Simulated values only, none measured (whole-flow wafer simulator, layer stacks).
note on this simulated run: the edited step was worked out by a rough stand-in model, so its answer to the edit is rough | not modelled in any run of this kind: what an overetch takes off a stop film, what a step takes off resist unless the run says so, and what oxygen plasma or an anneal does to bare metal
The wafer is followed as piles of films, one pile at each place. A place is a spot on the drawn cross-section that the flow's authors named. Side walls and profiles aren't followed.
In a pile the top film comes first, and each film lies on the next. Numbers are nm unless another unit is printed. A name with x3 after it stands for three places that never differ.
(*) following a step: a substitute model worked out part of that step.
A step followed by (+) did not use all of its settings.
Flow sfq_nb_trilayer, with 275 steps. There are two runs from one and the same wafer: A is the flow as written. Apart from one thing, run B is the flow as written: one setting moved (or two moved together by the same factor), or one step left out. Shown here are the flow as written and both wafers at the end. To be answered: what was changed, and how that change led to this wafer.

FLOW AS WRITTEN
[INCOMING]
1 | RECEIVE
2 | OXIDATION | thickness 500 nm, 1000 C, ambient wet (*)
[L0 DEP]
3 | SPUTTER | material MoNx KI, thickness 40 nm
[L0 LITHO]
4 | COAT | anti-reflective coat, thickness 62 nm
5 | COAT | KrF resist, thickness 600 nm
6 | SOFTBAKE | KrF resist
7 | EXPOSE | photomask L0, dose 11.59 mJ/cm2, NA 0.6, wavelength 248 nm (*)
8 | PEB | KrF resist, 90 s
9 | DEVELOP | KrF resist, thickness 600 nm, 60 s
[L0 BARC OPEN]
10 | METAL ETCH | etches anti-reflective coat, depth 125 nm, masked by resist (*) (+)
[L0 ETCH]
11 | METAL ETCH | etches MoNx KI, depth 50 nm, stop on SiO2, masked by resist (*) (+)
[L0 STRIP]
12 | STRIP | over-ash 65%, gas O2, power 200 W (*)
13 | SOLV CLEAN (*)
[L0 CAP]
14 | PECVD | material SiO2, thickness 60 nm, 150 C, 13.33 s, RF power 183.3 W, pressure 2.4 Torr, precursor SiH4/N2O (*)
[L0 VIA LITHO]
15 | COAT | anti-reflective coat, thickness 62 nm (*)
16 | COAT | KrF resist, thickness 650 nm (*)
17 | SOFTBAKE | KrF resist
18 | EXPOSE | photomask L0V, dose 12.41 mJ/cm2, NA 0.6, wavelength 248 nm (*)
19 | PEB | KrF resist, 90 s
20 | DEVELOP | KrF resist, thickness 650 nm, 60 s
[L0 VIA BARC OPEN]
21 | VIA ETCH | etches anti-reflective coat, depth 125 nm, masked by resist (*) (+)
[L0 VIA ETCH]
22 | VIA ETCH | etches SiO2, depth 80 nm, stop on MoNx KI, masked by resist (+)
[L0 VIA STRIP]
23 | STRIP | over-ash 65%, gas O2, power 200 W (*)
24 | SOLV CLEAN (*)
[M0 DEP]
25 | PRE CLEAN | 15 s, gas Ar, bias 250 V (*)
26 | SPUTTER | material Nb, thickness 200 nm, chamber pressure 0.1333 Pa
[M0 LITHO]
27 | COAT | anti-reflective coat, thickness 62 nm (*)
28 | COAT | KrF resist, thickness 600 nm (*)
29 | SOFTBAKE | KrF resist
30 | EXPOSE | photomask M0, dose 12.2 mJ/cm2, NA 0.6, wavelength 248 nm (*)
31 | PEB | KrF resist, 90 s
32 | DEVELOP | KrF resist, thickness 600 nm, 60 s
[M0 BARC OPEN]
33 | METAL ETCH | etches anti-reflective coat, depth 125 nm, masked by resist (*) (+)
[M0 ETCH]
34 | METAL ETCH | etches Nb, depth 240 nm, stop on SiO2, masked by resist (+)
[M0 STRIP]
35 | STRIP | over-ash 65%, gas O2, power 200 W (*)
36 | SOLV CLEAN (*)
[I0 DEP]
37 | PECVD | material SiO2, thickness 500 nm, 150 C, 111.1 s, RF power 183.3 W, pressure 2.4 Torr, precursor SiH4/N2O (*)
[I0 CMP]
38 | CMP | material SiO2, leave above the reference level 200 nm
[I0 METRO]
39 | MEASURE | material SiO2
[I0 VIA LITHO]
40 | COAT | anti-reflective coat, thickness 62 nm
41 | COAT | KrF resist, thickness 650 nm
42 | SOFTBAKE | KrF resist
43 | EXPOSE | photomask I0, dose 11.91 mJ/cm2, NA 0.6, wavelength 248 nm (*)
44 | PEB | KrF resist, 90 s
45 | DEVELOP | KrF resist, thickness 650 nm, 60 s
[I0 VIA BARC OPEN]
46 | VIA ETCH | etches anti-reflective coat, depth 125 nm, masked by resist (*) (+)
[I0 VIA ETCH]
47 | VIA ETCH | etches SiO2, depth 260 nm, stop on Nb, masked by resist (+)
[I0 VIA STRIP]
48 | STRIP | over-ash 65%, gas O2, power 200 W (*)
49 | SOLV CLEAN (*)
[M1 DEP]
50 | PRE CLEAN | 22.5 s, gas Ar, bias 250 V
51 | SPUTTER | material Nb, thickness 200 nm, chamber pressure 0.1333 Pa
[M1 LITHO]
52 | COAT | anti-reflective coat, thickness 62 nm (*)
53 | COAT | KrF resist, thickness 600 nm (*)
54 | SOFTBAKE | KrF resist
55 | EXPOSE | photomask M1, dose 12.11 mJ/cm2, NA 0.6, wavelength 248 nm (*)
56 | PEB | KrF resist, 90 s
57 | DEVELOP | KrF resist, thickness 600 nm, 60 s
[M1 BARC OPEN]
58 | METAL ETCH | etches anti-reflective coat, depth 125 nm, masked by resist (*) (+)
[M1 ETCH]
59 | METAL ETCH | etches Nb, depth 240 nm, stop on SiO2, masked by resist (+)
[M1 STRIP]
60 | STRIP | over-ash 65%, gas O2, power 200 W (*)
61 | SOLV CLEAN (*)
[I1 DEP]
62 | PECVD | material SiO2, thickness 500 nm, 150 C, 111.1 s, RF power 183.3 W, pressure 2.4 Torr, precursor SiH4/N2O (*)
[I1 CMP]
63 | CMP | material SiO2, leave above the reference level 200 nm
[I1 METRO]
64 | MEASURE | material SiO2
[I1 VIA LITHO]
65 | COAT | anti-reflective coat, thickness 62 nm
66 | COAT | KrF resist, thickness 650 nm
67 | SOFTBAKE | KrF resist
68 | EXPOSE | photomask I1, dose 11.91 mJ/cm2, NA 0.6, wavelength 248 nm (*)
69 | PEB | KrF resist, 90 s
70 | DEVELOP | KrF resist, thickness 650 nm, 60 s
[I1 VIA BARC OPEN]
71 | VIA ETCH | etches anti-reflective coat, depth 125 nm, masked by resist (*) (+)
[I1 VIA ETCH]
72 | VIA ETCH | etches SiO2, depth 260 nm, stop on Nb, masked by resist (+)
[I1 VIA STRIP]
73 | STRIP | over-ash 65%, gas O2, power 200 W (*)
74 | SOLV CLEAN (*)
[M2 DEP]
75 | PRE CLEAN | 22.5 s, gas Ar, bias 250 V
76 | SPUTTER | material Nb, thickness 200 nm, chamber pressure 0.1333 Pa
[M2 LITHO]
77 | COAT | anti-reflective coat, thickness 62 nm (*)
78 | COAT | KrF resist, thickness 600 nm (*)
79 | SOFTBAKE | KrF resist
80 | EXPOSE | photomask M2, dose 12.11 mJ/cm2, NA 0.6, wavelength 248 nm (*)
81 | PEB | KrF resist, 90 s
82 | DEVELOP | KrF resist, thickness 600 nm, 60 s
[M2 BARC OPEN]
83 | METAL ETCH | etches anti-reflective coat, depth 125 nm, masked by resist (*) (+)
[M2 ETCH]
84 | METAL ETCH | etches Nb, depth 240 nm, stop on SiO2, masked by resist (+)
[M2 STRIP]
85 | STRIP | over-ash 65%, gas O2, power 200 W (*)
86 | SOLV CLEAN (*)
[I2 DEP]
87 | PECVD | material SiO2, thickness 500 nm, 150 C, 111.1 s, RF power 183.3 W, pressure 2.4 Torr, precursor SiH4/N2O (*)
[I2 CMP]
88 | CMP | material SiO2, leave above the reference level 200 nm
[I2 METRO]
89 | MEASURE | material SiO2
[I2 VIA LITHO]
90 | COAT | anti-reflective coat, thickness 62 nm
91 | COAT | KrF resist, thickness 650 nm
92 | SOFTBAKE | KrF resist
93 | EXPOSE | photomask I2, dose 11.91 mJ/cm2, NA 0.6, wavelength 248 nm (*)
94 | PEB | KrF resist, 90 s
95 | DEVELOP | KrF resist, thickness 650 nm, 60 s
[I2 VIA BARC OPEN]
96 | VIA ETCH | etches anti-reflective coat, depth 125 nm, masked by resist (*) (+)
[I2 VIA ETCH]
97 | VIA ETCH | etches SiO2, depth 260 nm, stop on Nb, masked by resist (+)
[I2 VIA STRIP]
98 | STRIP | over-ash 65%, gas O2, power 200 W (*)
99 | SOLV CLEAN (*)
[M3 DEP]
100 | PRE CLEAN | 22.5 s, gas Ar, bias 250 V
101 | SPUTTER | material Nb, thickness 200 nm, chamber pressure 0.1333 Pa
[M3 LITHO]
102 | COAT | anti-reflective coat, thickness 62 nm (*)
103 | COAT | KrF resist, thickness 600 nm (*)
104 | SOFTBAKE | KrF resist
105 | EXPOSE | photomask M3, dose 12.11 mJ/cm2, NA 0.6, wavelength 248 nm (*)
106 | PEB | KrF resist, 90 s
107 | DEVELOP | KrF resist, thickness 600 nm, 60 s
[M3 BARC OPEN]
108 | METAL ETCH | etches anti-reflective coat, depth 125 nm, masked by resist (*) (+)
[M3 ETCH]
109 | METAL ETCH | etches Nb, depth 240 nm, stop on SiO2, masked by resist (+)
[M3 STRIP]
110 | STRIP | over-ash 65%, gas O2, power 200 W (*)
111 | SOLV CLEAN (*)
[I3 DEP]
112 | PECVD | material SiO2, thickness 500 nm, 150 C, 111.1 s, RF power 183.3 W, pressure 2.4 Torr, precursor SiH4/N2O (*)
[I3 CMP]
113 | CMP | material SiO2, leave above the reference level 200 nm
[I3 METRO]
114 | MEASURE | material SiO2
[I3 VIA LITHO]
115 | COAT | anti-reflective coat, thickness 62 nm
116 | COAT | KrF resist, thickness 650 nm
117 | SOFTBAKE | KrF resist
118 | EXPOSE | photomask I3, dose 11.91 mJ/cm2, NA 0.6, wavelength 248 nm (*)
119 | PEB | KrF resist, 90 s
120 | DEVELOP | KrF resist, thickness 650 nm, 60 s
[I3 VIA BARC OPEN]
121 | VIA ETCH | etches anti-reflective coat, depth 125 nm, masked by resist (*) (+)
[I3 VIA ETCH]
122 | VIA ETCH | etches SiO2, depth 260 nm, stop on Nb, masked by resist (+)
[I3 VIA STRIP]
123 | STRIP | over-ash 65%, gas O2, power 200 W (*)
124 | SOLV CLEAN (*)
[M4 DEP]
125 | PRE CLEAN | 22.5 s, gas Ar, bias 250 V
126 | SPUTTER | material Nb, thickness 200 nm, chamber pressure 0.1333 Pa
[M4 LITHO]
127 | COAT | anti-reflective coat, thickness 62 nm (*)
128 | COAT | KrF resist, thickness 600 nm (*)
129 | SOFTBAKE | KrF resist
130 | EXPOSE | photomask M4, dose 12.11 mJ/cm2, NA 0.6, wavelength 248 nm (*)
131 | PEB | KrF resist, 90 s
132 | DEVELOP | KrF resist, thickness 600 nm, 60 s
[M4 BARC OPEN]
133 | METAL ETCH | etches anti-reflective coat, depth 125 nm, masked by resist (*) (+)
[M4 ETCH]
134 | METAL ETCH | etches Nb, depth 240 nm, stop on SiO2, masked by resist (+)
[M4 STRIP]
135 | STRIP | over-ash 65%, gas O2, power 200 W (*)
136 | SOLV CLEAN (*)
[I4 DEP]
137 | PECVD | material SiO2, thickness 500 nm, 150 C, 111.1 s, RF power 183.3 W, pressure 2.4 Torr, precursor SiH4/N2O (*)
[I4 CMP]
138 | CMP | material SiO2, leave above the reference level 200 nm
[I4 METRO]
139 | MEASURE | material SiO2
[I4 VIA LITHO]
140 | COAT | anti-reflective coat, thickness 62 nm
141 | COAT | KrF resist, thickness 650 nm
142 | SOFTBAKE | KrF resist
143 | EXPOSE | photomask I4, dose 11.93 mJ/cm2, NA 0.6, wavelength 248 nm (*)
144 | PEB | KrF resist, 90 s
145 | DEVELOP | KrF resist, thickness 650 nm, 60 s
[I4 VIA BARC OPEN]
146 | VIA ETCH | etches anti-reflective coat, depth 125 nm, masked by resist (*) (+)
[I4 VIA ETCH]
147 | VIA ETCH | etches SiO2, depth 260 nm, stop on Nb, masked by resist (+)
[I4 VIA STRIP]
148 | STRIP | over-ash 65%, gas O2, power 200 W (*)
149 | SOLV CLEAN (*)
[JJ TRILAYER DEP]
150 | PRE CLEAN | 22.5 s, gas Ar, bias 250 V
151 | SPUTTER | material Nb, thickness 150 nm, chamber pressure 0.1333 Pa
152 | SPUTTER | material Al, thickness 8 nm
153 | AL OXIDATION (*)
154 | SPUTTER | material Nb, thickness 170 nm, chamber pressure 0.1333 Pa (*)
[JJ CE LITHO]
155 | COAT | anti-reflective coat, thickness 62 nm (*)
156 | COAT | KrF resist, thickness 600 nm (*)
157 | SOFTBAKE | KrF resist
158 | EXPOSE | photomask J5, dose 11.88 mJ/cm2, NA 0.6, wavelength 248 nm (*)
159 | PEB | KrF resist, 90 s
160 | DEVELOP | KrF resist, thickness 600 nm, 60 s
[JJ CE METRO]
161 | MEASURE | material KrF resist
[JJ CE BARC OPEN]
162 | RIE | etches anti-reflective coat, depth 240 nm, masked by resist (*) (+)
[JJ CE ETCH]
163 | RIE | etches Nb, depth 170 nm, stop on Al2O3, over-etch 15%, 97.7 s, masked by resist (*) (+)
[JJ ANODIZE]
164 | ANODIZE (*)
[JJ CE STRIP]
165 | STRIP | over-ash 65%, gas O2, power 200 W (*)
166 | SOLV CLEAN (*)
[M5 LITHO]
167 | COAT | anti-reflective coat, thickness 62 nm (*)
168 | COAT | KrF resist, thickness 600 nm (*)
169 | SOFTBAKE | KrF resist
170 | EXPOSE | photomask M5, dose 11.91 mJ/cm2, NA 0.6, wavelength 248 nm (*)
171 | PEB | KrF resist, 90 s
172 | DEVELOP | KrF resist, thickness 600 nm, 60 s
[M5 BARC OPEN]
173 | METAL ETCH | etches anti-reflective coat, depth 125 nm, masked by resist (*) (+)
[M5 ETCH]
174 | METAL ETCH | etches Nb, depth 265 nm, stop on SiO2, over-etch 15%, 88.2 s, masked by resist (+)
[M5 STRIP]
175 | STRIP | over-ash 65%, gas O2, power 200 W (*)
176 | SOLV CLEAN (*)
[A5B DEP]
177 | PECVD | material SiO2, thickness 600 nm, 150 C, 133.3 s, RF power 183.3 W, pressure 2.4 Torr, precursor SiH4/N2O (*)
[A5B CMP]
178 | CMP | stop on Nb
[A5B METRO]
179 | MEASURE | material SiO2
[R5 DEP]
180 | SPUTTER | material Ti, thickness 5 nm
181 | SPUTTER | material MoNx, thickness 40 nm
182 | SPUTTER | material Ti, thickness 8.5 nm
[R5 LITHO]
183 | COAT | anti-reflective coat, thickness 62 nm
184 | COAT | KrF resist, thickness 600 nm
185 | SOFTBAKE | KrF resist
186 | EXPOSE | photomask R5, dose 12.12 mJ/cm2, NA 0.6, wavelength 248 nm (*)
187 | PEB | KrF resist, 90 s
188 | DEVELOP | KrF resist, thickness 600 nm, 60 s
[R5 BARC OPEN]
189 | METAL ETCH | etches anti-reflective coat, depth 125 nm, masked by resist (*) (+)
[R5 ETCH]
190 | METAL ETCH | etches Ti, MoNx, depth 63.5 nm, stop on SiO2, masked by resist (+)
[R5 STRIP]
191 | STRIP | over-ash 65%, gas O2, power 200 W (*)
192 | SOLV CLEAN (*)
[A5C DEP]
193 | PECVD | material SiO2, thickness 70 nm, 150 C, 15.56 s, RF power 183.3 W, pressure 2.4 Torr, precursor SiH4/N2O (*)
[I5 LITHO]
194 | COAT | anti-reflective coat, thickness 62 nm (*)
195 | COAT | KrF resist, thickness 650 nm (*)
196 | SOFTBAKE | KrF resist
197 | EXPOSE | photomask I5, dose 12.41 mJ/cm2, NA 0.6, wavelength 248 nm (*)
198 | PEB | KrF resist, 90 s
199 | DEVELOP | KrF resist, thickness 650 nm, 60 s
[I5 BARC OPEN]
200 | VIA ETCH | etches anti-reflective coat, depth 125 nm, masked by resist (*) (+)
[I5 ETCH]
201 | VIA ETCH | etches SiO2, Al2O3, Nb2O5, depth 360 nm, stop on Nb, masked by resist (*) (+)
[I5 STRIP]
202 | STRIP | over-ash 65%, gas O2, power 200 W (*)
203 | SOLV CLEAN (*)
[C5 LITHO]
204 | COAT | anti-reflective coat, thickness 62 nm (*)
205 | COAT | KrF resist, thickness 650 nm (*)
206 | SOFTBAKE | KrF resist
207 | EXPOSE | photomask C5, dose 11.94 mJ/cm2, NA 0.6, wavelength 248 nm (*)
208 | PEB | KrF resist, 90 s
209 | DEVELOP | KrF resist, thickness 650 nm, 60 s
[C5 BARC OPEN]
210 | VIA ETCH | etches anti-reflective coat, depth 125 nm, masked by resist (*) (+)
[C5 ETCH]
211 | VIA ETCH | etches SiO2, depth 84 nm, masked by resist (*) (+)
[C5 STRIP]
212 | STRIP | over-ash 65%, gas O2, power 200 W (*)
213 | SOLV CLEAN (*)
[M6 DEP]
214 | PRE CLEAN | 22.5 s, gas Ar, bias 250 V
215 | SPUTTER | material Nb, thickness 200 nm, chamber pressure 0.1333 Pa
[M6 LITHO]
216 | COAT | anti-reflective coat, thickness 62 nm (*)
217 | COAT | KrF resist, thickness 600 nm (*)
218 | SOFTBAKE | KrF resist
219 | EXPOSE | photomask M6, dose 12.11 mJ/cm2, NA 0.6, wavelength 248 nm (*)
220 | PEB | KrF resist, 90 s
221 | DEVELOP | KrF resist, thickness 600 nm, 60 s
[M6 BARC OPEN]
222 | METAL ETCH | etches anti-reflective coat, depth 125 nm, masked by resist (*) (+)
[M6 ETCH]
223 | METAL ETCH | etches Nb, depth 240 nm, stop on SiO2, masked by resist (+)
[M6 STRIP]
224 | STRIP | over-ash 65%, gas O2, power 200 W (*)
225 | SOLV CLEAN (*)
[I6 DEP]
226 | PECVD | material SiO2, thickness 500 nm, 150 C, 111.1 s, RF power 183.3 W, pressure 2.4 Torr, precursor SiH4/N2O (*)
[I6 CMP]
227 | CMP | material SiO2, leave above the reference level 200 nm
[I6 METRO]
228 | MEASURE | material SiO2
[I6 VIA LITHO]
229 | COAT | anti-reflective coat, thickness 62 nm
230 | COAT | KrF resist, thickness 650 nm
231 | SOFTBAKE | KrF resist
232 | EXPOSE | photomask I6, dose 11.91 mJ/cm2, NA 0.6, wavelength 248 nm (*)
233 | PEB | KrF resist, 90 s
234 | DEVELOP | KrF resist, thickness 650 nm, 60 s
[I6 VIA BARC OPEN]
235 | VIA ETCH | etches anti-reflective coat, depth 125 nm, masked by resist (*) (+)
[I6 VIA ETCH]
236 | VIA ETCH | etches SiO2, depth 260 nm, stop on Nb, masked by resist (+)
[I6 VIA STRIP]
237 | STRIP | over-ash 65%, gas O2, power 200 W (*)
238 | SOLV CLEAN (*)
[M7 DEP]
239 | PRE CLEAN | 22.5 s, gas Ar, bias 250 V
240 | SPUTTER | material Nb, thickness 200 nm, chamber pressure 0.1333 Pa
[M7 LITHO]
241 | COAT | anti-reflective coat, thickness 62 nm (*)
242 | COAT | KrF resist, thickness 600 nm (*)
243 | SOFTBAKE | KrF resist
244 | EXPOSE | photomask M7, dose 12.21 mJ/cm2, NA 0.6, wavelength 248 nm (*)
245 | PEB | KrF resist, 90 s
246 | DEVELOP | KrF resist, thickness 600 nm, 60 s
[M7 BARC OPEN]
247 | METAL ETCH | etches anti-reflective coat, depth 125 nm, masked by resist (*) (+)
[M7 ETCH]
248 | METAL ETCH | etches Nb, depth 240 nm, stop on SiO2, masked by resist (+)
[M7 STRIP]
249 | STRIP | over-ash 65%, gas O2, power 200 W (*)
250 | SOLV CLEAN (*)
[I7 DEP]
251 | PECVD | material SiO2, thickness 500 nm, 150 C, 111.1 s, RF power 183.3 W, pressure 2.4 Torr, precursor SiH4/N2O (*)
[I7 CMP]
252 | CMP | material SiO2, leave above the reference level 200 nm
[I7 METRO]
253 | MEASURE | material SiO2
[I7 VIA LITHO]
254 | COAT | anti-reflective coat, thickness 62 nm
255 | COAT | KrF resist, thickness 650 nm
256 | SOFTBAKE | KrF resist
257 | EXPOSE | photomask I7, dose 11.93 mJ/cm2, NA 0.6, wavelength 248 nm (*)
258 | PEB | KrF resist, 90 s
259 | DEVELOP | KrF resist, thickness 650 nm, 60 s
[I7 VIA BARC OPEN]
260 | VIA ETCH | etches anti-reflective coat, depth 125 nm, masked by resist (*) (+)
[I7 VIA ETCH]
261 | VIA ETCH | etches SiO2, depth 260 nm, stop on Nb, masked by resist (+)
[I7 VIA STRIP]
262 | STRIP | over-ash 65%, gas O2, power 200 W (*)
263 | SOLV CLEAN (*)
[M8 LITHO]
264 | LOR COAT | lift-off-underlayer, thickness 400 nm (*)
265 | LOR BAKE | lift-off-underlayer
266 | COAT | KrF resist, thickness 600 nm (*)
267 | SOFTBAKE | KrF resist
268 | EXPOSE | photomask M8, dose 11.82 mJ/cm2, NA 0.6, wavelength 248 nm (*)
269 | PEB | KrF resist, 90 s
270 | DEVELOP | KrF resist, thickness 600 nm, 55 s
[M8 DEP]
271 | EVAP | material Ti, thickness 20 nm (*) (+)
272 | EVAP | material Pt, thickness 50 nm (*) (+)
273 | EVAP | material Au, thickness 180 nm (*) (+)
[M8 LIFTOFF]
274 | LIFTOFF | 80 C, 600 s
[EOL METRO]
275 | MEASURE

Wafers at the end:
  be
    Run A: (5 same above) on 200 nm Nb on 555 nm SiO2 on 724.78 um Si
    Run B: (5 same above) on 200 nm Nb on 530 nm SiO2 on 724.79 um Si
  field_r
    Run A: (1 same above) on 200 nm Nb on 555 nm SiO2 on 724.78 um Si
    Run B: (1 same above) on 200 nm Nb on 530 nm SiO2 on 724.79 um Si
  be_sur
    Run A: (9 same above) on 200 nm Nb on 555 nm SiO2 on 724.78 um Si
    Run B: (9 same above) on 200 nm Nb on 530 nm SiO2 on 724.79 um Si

Cause: step 2, OXIDATION: thickness 475 nm was run, while the flow as written has thickness 500 nm.

Step by step, how the change led to this:
  2 | OXIDATION | thickness 500 nm, 1000 C, ambient wet (*)
      field_l, v_sur, via_wl and 103 more: A SiO2 gains 500 (new film), chemical SiO2 loses 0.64 (all of it), Si loses 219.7 | B SiO2 gains 475 (new film), chemical SiO2 loses 0.64 (all of it), Si loses 208.7
